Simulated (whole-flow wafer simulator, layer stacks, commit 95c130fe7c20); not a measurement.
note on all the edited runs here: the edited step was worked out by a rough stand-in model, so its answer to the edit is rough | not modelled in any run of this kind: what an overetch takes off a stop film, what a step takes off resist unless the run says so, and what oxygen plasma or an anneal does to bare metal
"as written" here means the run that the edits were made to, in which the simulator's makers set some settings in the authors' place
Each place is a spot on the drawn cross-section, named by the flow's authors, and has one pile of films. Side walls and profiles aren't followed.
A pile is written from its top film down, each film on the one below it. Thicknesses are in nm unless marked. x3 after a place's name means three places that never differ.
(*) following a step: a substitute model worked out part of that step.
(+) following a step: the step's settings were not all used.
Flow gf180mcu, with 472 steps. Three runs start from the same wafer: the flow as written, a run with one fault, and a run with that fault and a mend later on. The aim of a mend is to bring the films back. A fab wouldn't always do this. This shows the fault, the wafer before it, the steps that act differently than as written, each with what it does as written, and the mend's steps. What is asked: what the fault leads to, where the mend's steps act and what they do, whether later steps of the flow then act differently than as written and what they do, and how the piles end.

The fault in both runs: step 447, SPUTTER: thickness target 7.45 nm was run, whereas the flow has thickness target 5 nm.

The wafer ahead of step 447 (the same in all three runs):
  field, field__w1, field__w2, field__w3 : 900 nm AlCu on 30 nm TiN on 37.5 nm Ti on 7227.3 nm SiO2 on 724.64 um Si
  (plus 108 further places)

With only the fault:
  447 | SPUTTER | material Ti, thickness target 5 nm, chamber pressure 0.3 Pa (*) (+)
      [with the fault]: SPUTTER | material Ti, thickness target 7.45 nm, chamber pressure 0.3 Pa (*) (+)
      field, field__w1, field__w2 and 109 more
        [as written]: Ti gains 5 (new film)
        [with the fault]: Ti gains 7.45 (new film)
  Later steps of the flow acting differently than as written (5 more steps, not shown, differ only slightly: by at most 2% or 0.5 nm, whichever is larger):
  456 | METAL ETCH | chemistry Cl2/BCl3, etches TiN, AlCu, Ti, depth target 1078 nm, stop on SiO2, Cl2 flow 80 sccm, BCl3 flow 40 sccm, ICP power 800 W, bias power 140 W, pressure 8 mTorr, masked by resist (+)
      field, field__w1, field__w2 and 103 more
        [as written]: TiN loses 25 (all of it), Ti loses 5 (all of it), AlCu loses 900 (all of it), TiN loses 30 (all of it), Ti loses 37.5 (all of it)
        [with the fault]: TiN loses 25 (all of it), Ti loses 7.45 (all of it), AlCu loses 900 (all of it), TiN loses 30 (all of it), Ti loses 37.5 (all of it)
  At field__w8, contact, m1, m1__w1, pad, m1_nw, the piles at the end differ from the flow's by more than 2% or 0.5 nm, whichever is larger.
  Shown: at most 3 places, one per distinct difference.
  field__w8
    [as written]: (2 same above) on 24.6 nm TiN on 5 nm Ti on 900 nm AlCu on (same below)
    [with the fault]: (2 same above) on 24.6 nm TiN on 7.45 nm Ti on 900 nm AlCu on (same below)
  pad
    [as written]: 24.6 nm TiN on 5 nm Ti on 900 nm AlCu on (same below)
    [with the fault]: 24.6 nm TiN on 7.45 nm Ti on 900 nm AlCu on (same below)

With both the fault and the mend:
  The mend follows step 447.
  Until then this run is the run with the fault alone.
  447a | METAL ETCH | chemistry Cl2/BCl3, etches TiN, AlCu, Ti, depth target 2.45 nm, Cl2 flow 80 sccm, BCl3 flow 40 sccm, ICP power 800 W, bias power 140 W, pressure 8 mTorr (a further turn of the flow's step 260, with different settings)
      field, field__w1, field__w2 and 109 more
        Ti loses 2.45
  Later steps of the flow that are run all act as written at every place that is followed.
  By the end, the piles equal the flow's at every place that both follow.
